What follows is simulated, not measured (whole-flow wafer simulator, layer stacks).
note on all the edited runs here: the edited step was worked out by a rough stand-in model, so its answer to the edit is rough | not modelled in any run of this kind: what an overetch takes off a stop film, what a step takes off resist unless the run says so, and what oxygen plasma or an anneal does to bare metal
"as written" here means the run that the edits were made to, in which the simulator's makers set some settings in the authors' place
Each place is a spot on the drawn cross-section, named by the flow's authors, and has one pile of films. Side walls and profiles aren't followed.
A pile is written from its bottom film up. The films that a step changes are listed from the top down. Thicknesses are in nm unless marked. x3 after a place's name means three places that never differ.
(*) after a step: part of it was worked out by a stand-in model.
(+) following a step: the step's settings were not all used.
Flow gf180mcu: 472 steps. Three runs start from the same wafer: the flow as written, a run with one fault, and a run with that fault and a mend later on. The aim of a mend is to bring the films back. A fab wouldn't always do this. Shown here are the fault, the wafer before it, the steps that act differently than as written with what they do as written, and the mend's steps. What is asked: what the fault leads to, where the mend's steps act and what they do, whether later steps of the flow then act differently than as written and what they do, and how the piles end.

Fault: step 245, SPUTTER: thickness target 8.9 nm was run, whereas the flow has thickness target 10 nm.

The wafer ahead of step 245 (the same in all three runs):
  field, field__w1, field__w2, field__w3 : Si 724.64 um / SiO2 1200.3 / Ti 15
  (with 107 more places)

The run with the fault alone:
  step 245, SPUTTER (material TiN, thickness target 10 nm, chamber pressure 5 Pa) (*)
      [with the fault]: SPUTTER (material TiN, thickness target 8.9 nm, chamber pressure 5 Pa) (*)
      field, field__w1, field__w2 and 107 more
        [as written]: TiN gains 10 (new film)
        [with the fault]: TiN gains 8.9 (new film)
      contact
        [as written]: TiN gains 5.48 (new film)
        [with the fault]: TiN gains 4.88 (new film)
  Steps further on in the flow that do not act as written (not shown: 1 more step that differs only slightly, by at most 2% or 0.5 nm, whichever is larger):
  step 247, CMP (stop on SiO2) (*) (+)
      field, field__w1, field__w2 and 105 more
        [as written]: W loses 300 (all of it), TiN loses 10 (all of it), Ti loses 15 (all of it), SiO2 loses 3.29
        [with the fault]: W loses 300 (all of it), TiN loses 8.9 (all of it), Ti loses 15 (all of it), SiO2 loses 3.28
  The piles end different from the flow's at contact, polyc_n, polyc_p by more than 2% or 0.5 nm, whichever is larger.
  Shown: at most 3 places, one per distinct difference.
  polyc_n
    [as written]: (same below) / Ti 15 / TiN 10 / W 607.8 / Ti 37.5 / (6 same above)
    [with the fault]: (same below) / Ti 15 / TiN 8.9 / W 608.9 / Ti 37.5 / (6 same above)
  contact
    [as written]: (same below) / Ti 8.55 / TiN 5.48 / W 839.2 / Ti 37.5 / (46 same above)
    [with the fault]: (same below) / Ti 8.55 / TiN 4.88 / W 839.8 / Ti 37.5 / (46 same above)

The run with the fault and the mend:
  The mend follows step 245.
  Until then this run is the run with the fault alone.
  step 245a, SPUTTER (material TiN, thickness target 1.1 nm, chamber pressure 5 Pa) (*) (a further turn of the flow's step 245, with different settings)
      field, field__w1, field__w2 and 107 more
        TiN gains 1.1
      contact
        TiN gains 0.6
  Later steps of the flow that are run all act as written at every place that is followed.
  By the end, the piles equal the flow's at every place that both follow.
